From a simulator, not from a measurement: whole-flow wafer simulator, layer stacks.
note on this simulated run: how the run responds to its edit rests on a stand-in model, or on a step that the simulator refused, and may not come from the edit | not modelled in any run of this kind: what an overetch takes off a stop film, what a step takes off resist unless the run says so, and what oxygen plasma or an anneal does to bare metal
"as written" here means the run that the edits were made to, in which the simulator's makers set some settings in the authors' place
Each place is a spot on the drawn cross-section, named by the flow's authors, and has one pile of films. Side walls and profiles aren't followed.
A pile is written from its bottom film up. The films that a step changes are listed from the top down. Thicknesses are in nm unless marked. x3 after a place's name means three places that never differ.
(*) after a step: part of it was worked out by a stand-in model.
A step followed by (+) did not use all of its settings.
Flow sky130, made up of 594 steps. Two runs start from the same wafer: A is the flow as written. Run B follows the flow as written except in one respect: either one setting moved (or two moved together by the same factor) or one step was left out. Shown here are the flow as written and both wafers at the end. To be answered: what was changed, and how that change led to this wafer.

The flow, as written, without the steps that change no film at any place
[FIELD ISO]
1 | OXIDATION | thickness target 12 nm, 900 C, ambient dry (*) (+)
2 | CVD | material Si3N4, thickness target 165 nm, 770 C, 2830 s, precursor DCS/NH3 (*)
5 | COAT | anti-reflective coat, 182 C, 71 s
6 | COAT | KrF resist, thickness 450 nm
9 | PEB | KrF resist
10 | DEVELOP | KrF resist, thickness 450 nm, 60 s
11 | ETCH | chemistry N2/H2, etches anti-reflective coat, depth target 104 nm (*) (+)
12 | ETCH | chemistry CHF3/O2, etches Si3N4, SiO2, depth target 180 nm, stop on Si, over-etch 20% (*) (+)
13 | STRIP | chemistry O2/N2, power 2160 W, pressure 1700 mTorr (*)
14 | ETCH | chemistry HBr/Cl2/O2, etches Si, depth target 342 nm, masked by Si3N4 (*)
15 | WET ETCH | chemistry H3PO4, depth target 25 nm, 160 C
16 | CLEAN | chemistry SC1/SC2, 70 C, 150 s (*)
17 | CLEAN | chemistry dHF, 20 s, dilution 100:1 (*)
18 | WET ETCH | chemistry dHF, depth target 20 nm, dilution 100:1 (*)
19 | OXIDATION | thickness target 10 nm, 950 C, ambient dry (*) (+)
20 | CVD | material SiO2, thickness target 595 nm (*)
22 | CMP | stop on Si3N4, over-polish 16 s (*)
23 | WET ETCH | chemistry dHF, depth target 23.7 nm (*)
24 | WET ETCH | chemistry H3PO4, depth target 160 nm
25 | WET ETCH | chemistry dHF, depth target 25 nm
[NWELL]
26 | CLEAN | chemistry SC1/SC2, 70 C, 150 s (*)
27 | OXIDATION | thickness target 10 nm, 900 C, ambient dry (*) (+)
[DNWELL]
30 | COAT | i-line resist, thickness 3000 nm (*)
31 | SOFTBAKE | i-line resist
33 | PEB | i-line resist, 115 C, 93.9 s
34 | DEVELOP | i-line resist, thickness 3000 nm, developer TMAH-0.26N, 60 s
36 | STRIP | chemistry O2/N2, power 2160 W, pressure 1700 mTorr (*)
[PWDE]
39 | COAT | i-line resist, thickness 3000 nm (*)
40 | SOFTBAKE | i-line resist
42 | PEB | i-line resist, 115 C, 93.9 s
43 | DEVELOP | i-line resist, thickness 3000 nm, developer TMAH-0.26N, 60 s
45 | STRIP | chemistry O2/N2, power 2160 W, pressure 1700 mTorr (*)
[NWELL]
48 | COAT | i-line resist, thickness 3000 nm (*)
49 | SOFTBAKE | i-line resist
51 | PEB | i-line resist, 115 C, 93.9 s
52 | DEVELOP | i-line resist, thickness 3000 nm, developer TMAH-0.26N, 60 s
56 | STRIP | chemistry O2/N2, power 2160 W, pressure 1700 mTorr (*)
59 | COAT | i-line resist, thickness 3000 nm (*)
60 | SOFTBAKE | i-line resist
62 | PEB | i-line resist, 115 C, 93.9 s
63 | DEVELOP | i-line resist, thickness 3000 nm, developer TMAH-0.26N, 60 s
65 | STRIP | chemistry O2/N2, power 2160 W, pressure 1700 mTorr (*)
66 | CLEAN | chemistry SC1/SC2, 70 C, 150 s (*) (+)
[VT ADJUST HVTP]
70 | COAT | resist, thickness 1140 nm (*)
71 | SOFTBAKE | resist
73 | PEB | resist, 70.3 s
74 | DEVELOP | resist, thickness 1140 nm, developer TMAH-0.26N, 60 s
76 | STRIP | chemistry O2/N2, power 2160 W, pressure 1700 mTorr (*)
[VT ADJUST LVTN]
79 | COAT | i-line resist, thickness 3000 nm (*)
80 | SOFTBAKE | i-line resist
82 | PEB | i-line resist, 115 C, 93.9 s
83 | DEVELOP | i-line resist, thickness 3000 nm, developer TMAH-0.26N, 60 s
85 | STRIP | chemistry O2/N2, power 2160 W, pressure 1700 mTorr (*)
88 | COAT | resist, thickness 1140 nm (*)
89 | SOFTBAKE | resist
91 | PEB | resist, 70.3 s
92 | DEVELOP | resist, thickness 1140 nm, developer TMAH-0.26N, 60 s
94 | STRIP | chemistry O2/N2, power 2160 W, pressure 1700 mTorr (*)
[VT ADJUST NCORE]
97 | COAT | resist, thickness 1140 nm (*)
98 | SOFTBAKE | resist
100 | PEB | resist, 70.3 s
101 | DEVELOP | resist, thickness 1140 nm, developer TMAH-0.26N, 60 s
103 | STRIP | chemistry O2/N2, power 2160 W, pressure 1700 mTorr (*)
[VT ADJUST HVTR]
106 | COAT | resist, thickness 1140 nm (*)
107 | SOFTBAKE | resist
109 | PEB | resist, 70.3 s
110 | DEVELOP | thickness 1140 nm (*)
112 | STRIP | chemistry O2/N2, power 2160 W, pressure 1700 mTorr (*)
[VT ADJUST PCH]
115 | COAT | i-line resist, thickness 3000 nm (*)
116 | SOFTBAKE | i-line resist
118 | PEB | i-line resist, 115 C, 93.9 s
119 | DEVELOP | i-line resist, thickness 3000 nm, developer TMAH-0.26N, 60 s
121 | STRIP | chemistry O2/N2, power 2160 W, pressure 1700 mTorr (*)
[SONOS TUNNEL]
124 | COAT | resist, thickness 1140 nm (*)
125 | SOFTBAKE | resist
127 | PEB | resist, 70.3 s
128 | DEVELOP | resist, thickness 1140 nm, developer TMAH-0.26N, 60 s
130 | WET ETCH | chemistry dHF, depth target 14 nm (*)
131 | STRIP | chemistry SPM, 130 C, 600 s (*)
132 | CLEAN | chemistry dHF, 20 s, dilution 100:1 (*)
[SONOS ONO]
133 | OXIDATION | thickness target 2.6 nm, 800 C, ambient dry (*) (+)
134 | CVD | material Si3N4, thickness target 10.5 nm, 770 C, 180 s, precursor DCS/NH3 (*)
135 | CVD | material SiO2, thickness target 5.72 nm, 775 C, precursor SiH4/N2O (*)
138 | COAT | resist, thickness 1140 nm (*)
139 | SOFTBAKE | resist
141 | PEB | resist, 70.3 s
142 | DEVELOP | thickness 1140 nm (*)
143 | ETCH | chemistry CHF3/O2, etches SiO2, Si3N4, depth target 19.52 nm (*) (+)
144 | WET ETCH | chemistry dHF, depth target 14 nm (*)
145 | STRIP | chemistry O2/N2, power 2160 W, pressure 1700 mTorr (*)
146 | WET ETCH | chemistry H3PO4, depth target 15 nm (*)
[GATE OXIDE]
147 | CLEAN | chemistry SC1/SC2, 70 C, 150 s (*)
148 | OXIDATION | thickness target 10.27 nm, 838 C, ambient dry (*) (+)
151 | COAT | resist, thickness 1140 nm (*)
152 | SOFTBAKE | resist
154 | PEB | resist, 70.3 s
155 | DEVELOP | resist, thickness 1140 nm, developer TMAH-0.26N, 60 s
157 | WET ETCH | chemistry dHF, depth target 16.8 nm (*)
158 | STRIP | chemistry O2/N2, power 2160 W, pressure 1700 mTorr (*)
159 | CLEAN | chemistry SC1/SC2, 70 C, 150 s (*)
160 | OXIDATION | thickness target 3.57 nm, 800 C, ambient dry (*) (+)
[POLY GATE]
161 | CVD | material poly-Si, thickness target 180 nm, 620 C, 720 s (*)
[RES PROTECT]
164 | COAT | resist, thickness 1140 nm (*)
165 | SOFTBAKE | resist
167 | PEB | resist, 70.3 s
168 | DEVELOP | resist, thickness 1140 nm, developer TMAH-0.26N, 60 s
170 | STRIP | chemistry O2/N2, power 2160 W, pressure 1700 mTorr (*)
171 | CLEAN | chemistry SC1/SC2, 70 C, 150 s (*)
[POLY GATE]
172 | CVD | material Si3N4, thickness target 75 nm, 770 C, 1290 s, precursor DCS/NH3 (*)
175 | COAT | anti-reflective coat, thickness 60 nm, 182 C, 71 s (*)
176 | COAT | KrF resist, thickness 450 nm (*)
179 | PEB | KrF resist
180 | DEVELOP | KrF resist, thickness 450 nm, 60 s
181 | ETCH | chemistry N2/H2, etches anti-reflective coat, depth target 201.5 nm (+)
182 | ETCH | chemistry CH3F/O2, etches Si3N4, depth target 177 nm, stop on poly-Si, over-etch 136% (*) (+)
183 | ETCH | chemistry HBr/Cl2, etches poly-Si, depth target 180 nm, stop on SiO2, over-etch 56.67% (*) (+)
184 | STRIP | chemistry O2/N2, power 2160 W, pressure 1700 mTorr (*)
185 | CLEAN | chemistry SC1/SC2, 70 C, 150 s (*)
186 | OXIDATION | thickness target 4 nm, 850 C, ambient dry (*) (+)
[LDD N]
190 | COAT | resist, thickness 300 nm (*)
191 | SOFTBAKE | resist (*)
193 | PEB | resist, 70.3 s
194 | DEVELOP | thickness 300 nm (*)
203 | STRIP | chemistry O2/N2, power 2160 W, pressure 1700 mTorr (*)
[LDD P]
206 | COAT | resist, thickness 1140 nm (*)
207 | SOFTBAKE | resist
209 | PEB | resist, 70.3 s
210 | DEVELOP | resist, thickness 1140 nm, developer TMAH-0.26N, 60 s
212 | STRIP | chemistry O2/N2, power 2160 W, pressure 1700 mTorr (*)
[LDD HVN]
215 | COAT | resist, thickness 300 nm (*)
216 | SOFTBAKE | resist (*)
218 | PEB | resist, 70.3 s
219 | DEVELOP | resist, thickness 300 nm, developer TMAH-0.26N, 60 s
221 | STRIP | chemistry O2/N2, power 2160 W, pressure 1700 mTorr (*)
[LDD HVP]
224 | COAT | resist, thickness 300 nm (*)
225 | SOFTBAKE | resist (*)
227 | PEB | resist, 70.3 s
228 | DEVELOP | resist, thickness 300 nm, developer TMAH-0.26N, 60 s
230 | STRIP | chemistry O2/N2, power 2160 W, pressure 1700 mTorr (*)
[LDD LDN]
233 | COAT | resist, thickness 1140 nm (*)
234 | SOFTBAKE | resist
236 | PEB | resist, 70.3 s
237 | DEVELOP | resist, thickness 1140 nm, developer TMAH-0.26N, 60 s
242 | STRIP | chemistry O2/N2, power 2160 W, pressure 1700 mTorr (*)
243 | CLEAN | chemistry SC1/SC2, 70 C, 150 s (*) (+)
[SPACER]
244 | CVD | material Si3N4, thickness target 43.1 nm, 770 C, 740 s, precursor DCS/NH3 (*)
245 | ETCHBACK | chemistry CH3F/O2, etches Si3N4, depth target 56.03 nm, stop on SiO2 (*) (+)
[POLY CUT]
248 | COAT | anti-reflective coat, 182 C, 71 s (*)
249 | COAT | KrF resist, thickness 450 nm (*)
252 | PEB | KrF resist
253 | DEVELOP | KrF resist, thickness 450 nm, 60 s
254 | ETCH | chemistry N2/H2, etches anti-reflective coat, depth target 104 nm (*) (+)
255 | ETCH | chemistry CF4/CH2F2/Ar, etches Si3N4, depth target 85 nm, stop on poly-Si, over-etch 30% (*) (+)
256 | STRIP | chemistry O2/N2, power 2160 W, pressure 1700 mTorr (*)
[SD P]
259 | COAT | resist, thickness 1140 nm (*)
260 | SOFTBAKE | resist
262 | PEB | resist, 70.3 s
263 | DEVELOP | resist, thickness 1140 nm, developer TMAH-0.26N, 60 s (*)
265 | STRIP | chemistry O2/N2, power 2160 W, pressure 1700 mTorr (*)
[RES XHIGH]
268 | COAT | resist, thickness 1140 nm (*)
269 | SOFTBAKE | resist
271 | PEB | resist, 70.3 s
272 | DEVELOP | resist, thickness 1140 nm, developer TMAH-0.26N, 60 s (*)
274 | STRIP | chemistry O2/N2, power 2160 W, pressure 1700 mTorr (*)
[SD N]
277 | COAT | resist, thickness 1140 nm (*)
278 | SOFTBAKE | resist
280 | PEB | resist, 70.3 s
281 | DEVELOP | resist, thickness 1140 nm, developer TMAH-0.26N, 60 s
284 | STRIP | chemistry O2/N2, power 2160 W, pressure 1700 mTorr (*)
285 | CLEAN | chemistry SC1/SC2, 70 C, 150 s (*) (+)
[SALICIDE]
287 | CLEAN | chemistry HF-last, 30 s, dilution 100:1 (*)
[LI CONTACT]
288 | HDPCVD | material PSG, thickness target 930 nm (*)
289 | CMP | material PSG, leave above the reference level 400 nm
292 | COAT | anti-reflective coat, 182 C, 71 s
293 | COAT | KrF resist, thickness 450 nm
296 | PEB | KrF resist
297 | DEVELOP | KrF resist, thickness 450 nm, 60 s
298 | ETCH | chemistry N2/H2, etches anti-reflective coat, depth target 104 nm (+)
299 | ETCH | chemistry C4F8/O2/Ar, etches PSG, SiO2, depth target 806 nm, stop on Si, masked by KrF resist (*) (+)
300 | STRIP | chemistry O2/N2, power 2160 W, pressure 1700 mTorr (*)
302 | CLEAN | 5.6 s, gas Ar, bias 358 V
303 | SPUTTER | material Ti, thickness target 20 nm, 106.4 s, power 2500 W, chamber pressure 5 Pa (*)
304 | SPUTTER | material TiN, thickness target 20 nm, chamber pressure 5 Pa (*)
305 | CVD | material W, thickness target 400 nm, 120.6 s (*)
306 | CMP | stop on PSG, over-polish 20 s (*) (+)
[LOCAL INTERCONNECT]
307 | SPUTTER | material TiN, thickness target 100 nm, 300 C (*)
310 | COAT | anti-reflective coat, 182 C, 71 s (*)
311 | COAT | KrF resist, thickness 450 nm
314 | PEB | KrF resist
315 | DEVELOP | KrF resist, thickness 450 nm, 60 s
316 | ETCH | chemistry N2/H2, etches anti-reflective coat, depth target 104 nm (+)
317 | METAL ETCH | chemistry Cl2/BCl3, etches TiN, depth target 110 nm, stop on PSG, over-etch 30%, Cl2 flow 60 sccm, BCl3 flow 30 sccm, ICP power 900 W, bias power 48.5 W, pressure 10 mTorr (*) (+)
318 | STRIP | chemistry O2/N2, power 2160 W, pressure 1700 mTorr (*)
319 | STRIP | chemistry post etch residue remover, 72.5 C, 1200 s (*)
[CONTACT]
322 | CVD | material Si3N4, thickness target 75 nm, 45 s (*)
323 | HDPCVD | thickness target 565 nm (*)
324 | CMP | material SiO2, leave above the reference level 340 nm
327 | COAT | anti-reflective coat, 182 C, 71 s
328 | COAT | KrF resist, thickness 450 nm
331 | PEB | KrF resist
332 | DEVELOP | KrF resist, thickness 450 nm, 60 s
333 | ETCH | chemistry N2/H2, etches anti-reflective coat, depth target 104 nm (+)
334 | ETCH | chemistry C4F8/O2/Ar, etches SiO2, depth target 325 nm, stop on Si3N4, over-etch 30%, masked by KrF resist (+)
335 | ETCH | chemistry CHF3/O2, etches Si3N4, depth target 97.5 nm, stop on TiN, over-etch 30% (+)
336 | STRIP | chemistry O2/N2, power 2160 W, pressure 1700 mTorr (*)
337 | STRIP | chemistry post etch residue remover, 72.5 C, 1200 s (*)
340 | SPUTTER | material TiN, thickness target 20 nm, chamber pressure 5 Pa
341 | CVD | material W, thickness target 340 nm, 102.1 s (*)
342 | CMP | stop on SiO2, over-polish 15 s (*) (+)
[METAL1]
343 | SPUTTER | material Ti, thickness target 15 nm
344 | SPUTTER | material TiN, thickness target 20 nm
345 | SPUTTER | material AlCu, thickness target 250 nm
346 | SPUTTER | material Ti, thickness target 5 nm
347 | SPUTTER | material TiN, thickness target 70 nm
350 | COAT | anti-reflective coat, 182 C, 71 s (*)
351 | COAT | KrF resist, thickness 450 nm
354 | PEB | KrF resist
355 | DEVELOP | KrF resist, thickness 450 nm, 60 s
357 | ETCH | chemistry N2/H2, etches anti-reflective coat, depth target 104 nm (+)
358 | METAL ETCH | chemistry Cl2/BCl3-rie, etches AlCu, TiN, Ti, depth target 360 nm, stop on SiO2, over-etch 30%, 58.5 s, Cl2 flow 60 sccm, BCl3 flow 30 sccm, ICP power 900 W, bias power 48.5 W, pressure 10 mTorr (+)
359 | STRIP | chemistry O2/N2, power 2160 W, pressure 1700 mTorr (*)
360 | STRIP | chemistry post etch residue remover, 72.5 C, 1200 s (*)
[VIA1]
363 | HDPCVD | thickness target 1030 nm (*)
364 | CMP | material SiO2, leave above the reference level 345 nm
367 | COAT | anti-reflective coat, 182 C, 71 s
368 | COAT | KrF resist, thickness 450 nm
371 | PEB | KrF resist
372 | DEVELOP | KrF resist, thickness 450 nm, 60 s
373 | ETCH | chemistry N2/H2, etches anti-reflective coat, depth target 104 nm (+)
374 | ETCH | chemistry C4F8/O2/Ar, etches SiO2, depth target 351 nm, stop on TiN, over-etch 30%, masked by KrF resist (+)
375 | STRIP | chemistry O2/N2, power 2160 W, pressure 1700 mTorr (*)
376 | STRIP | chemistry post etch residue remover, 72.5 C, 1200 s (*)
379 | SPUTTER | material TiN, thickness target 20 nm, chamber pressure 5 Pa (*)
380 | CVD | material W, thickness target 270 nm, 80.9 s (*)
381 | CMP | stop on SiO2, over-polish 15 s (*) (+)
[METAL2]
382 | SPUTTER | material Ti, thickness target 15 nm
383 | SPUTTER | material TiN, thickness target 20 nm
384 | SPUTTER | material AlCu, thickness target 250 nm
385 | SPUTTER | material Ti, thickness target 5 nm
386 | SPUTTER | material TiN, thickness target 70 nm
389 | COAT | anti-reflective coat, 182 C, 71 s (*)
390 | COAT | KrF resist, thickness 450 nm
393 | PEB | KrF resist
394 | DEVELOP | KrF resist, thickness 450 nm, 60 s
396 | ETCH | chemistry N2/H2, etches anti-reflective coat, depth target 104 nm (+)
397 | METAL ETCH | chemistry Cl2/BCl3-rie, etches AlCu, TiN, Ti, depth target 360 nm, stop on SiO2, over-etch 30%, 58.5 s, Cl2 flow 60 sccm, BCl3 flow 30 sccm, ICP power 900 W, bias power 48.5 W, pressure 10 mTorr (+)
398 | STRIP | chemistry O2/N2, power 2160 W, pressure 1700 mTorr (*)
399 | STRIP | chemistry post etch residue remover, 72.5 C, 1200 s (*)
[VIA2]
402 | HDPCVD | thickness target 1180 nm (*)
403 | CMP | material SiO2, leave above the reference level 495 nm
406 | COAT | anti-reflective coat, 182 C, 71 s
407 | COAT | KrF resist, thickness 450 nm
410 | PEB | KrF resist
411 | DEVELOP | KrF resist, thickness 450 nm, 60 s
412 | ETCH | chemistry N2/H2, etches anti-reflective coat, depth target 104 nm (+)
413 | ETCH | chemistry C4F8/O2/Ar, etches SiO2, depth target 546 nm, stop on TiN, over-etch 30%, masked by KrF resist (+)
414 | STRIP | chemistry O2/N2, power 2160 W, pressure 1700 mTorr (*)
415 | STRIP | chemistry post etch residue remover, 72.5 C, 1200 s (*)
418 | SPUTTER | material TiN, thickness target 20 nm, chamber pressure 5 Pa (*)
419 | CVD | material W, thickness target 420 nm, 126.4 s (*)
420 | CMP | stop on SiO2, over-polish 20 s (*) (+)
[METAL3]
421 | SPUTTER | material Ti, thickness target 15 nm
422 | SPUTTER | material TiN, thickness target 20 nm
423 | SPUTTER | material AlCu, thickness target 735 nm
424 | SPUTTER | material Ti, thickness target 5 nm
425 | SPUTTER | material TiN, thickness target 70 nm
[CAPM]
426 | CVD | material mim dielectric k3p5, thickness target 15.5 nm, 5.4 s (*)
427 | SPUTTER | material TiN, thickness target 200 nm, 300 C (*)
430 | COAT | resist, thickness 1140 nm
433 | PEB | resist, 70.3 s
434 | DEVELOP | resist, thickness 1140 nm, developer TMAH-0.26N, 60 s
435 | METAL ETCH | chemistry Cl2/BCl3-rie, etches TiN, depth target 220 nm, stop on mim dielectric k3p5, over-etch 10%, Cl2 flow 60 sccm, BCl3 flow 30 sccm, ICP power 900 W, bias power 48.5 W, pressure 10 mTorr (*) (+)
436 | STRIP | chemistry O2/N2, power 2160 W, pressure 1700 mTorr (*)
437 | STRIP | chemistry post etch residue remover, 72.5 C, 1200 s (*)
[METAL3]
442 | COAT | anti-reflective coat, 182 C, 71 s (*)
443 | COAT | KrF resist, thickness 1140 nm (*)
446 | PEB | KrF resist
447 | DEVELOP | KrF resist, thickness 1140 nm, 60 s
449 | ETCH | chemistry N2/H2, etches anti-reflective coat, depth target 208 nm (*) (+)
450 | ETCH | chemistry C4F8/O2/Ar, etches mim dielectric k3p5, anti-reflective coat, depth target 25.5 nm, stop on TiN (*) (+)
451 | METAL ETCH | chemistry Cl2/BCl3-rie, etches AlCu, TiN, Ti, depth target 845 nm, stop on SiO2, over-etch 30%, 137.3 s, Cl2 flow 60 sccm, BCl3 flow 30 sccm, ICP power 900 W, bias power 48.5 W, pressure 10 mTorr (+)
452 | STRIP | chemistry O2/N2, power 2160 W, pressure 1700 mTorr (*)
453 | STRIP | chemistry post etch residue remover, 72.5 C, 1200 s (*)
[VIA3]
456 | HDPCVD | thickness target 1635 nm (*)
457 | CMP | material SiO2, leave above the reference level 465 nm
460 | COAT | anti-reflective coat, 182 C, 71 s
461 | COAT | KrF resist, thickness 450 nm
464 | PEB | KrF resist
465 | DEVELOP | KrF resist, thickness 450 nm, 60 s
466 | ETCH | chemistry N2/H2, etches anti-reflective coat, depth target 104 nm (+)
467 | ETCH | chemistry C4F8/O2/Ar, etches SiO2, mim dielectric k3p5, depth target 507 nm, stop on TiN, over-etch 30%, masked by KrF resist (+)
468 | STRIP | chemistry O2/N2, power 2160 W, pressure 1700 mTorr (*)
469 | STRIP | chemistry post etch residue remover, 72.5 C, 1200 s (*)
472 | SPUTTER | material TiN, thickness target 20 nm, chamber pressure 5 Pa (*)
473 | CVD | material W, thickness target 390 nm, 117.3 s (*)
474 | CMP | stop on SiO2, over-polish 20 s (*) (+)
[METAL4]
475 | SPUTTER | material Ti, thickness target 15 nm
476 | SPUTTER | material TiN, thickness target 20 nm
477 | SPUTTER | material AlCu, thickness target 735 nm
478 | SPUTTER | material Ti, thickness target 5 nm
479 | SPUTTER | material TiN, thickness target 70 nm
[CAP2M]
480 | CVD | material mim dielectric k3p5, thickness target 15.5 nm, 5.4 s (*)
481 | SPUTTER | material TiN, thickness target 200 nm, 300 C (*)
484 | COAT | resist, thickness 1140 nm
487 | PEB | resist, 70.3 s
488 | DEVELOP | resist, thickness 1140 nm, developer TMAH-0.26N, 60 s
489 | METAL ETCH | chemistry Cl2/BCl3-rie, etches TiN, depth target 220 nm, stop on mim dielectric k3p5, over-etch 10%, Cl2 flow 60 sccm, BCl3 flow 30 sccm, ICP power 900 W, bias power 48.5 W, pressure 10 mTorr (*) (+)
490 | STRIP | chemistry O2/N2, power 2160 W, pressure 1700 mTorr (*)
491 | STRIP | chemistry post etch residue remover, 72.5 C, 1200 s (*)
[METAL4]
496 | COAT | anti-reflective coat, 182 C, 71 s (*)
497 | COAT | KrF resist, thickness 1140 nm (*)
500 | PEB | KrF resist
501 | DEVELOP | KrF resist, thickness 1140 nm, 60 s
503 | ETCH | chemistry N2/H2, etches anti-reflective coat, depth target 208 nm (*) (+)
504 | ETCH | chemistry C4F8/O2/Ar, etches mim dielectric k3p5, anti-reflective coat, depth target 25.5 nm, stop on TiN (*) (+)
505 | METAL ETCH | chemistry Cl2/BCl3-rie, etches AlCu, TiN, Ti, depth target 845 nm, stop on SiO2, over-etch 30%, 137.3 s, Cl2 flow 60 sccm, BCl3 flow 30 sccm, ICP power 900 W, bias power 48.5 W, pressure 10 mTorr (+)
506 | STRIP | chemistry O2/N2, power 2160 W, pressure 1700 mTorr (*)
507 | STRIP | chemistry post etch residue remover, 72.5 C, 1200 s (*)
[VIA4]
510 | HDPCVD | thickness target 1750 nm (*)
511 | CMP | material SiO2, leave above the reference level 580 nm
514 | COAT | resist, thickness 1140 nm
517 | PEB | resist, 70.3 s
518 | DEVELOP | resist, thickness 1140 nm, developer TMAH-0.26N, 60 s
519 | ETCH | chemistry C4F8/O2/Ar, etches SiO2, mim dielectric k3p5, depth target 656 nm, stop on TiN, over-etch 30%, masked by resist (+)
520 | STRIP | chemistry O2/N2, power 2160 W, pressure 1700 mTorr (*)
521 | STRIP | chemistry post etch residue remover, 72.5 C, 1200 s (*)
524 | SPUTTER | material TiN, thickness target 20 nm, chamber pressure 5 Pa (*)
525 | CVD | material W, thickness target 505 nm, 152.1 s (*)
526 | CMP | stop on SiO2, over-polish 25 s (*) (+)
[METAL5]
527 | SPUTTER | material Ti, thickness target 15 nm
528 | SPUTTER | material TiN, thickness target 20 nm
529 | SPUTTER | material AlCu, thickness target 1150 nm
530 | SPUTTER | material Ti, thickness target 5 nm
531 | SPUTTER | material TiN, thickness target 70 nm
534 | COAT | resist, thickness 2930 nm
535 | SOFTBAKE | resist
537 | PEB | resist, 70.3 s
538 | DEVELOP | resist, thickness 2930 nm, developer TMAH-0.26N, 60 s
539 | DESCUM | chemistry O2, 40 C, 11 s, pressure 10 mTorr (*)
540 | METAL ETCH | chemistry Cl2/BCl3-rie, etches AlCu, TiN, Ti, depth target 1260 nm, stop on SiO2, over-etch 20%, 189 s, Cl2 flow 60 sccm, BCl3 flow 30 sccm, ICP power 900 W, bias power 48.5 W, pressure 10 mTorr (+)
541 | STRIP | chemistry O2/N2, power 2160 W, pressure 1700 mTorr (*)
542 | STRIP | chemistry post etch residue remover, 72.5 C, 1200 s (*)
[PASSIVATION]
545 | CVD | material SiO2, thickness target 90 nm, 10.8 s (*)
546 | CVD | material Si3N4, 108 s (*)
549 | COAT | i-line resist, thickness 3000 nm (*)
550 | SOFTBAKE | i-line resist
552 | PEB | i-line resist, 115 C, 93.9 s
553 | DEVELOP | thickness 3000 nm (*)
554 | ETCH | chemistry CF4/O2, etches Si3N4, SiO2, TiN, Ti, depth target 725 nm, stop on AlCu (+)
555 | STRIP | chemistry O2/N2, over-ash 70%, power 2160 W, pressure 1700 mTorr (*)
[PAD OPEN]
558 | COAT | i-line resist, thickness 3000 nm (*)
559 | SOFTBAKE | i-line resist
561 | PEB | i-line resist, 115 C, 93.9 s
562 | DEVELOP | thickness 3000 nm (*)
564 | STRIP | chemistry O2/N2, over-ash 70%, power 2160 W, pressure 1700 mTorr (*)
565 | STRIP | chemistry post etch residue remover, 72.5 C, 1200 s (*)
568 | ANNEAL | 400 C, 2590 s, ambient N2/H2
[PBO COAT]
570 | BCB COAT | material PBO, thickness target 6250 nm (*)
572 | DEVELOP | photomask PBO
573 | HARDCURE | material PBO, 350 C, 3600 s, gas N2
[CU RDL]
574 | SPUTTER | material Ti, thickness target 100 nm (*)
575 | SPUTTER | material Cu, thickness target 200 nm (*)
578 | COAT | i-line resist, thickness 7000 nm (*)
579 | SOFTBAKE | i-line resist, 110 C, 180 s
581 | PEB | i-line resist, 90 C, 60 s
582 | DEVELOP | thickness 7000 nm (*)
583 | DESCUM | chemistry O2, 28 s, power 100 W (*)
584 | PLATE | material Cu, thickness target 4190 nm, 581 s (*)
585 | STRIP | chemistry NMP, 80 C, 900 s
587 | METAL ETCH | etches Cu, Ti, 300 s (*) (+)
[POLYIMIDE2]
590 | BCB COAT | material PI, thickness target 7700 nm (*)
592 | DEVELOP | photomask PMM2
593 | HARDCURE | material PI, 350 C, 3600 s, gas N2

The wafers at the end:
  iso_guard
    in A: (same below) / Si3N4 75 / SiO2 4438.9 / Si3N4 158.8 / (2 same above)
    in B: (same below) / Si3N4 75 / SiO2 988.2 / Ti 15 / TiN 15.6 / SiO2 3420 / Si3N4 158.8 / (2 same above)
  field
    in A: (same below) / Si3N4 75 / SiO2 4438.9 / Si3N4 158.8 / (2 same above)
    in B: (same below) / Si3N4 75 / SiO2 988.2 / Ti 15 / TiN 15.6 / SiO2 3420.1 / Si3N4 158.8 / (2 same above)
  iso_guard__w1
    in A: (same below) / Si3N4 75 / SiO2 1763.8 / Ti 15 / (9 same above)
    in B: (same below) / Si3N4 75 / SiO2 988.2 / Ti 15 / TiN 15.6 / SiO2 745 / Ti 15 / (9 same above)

What caused this: step 397, METAL ETCH: depth target 252 nm was run, though the flow has depth target 360 nm; step 397, METAL ETCH: 40.9 s was run, where the flow has 58.5 s.

Step by step, how the change led to this:
  397 | METAL ETCH | chemistry Cl2/BCl3-rie, etches AlCu, TiN, Ti, depth target 360 nm, stop on SiO2, over-etch 30%, 58.5 s, Cl2 flow 60 sccm, BCl3 flow 30 sccm, ICP power 900 W, bias power 48.5 W, pressure 10 mTorr (+)
      iso_guard, vpp_sp, vpp_guard and 75 more: A TiN loses 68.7 (all of it), Ti loses 5 (all of it), AlCu loses 250 (all of it), TiN loses 20 (all of it), Ti loses 15 (all of it), SiO2 loses 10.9 | B TiN loses 68.7 (all of it), Ti loses 5 (all of it), AlCu loses 250 (all of it), TiN loses 3.93
      field, active, gate, spacer, sonos_cell, sonos_guard, sonos_guard_hv: A TiN loses 68.7 (all of it), Ti loses 5 (all of it), AlCu loses 250 (all of it), TiN loses 20 (all of it), Ti loses 15 (all of it), SiO2 loses 10.9 | B TiN loses 68.7 (all of it), Ti loses 5 (all of it), AlCu loses 250 (all of it), TiN loses 3.94
      (as well as at 106 more places)
  398 | STRIP | chemistry O2/N2, power 2160 W, pressure 1700 mTorr (*)
      n_well, p_well, gate_hv and 101 more: A KrF resist loses 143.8 (all of it), anti-reflective coat loses 80 (all of it) | B KrF resist loses 214 (all of it), anti-reflective coat loses 80 (all of it)
      m1, via1_hole: A KrF resist loses 143.9 (all of it), anti-reflective coat loses 80.4 (all of it) | B KrF resist loses 214.1 (all of it), anti-reflective coat loses 80.4 (all of it)
  402 | HDPCVD | thickness target 1180 nm (*)
      field, active, gate and 82 more: A SiO2 gains 1180 | B SiO2 gains 1180 (new film)
  403 | CMP | material SiO2, leave above the reference level 495 nm
      field, active, gate and 82 more: A SiO2 loses 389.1 | B SiO2 loses 430.6
Taking metal films that touch as one body, iso_guard has 1 body; the flow as written gives 0 bodies.
Taking metal films that touch as one body, field has 1 body; the flow as written gives 0 bodies.
Taking metal films that touch as one body, iso_guard__w1 has 2 bodies (between them, from the top down: SiO2 745); the flow as written gives 1 body.
